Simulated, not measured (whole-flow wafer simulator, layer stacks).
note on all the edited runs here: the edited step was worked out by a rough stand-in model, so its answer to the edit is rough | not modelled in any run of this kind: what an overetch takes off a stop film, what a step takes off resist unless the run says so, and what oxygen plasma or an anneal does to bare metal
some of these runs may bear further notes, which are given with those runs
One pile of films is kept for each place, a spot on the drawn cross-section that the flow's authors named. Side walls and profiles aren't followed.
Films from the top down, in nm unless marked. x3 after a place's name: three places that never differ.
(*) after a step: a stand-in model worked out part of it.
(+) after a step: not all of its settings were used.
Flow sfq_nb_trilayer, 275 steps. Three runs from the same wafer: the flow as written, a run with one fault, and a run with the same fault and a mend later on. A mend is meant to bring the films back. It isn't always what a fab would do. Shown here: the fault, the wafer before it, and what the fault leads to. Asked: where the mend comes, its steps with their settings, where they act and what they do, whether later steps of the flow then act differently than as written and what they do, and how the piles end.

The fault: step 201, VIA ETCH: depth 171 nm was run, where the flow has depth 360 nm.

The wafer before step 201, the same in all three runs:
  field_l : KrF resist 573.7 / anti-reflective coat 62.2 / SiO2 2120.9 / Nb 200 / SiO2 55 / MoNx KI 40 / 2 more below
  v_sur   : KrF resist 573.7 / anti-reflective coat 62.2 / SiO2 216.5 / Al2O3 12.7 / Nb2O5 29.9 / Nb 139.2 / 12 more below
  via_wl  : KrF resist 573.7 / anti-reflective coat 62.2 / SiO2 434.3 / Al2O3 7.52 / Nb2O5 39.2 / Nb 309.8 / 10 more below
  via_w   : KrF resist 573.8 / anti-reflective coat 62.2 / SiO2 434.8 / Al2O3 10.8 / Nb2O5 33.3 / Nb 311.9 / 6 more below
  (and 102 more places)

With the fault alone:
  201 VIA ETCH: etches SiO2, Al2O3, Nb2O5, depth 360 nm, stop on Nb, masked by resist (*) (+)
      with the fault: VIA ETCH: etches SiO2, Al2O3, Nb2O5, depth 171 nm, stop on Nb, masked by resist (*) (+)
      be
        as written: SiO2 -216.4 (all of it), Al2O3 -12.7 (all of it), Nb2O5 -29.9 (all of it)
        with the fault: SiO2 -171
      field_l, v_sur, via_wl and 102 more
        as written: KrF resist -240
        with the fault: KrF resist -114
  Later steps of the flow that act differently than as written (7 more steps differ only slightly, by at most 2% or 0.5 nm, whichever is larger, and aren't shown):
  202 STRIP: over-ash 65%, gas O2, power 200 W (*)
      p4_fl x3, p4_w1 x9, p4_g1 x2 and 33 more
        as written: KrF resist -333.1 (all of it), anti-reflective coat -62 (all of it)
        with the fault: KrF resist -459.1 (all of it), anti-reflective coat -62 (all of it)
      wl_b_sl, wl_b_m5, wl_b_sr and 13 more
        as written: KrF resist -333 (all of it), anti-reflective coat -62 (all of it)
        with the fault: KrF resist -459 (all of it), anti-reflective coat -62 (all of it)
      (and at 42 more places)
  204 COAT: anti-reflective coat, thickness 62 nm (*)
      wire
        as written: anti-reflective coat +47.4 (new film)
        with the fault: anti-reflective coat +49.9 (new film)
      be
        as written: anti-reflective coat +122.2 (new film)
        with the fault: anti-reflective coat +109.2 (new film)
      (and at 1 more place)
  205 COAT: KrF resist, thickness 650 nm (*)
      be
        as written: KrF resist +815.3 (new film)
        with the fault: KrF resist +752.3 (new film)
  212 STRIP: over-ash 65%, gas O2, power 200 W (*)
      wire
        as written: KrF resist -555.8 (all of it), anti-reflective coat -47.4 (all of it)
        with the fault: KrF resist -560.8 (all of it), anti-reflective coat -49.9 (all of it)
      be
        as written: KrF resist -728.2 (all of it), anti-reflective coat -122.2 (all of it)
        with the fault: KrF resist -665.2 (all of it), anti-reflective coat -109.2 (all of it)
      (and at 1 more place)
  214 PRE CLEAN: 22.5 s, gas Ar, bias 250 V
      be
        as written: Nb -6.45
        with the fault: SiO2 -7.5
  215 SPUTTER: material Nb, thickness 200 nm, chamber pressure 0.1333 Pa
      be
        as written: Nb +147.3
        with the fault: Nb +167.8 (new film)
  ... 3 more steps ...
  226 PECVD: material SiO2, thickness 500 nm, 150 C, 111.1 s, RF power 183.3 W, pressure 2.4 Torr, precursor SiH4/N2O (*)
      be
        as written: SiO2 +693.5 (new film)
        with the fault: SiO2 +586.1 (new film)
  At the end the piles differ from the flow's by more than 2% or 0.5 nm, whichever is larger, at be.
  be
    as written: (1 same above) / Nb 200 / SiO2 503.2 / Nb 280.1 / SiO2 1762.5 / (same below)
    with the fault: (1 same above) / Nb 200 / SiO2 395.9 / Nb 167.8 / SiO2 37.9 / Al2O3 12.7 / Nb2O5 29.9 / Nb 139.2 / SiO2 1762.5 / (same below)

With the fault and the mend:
  The mend comes after step 202.
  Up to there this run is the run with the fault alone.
  202a COAT: anti-reflective coat, thickness 62 nm (*) (the flow's step 194 once more)
      p4_fl x3, p4_w1 x9, p4_g1 x2 and 50 more
        anti-reflective coat +62 (new film)
      field_l, wl_a_sl, wl_a_m6, wl_a_sr, wl_g_sr
        anti-reflective coat +61.9 (new film)
      v_sur, via_wl, via_w, gap
        anti-reflective coat +61.8 (new film)
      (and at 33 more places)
  202b COAT: KrF resist, thickness 650 nm (the flow's step 195 once more)
      p4_fl x3, p4_w1 x9, p4_g1 x2 and 33 more
        KrF resist +650 (new film)
      wl_b_m5, wl_b_sr, wl_c_sl and 12 more
        KrF resist +649.9 (new film)
      field_l, wl_a_sr, wl_g_sr
        KrF resist +649.7 (new film)
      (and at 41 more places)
  202c SOFTBAKE: KrF resist (the flow's step 196 once more)
      changes no film at any place that is followed
  202d EXPOSE: photomask I5, dose 12.41 mJ/cm2, NA 0.6, wavelength 248 nm (*) (the flow's step 197 once more)
      changes no film at any place that is followed
  202e PEB: KrF resist, 90 s (the flow's step 198 once more)
      field_l, v_sur, via_wl and 83 more
        KrF resist -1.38
      via_wr, via_sp, via_v, wire
        KrF resist -1.37
      ce_l, moat, field_r, wl_jj
        KrF resist -1.39
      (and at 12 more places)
  202f DEVELOP: KrF resist, thickness 650 nm, 60 s (the flow's step 199 once more)
      field_l, v_sur, via_wl and 102 more
        KrF resist -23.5
      be
        KrF resist -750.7 (all of it)
  202g VIA ETCH: etches anti-reflective coat, depth 125 nm, masked by resist (+) (the flow's step 200 once more)
      field_l, v_sur, via_wl and 102 more
        KrF resist -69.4
      be
        anti-reflective coat -109.2 (all of it), SiO2 -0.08
  202h VIA ETCH: etches SiO2, Al2O3, Nb2O5, depth 189 nm, stop on Nb, masked by resist (*) (+) (the flow's step 201 once more, with other settings)
      field_l, v_sur, via_wl and 102 more
        KrF resist -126
      be
        SiO2 -45.3 (all of it), Al2O3 -12.7 (all of it), Nb2O5 -29.9 (all of it)
  202i STRIP: over-ash 65%, gas O2, power 200 W (*) (the flow's step 202 once more)
      p4_fl x3, p4_w1 x9, p4_g1 x2 and 33 more
        KrF resist -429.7 (all of it), anti-reflective coat -62 (all of it)
      wl_b_sl, wl_b_m5, wl_b_sr and 7 more
        KrF resist -429.5 (all of it), anti-reflective coat -62 (all of it)
      wl_c_sr, wl_d_sl, wl_d_m1, wl_d_sr, wl_e_sl, wl_e_m5, wl_e_sr
        KrF resist -429.6 (all of it), anti-reflective coat -62 (all of it)
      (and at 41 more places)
  No later step of the flow acts differently than as written at any place that is followed.
  At the end the piles are the same as the flow's at every place that both follow.
